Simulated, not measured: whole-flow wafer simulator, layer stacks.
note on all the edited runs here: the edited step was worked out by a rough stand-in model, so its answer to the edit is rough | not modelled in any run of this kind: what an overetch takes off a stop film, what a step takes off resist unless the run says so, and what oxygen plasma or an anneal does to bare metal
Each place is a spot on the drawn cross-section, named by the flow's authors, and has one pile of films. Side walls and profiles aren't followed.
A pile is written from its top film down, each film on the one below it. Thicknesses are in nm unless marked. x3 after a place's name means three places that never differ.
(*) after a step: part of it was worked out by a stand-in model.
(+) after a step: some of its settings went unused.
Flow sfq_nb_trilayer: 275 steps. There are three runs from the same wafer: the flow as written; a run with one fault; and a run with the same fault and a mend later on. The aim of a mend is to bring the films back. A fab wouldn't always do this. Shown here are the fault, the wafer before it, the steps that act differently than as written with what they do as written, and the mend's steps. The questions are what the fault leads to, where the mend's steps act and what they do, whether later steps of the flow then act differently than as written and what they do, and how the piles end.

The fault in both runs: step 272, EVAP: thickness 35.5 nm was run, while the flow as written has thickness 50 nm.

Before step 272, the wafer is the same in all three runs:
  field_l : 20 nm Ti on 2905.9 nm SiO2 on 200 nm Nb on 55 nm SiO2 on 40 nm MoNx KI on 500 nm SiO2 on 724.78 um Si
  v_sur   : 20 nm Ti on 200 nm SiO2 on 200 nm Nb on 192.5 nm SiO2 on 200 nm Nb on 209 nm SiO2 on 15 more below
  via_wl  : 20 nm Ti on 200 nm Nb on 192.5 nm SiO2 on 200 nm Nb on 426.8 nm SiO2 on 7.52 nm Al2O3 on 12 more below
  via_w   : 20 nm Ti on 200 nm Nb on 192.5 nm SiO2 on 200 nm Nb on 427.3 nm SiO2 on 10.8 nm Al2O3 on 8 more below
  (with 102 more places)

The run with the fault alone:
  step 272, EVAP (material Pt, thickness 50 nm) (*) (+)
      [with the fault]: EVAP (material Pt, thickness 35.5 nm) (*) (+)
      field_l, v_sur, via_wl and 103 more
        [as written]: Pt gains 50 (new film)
        [with the fault]: Pt gains 35.5 (new film)
  Steps further on in the flow that do not act as written:
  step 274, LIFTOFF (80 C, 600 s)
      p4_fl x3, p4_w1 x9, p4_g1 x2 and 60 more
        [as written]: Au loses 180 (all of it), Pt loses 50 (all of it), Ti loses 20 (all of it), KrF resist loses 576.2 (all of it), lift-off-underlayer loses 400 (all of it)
        [with the fault]: Au loses 180 (all of it), Pt loses 35.5 (all of it), Ti loses 20 (all of it), KrF resist loses 576.2 (all of it), lift-off-underlayer loses 400 (all of it)
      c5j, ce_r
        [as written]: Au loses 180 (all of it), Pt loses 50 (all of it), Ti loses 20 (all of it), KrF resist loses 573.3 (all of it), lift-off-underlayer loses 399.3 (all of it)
        [with the fault]: Au loses 180 (all of it), Pt loses 35.5 (all of it), Ti loses 20 (all of it), KrF resist loses 573.3 (all of it), lift-off-underlayer loses 399.3 (all of it)
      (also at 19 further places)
  At field_l, v_sur, via_wl and 8 more, the piles at the end differ from the flow's by more than 2% or 0.5 nm, whichever is larger.
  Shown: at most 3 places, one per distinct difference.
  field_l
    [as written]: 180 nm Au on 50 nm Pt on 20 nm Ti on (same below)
    [with the fault]: 180 nm Au on 35.5 nm Pt on 20 nm Ti on (same below)

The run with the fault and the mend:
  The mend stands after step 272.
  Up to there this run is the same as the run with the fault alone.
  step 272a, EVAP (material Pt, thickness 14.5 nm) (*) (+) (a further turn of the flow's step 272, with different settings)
      field_l, v_sur, via_wl and 103 more
        Pt gains 14.5
  Later steps of the flow that are run all act as written at every place that is followed.
  By the end, the piles equal the flow's at every place that both follow.
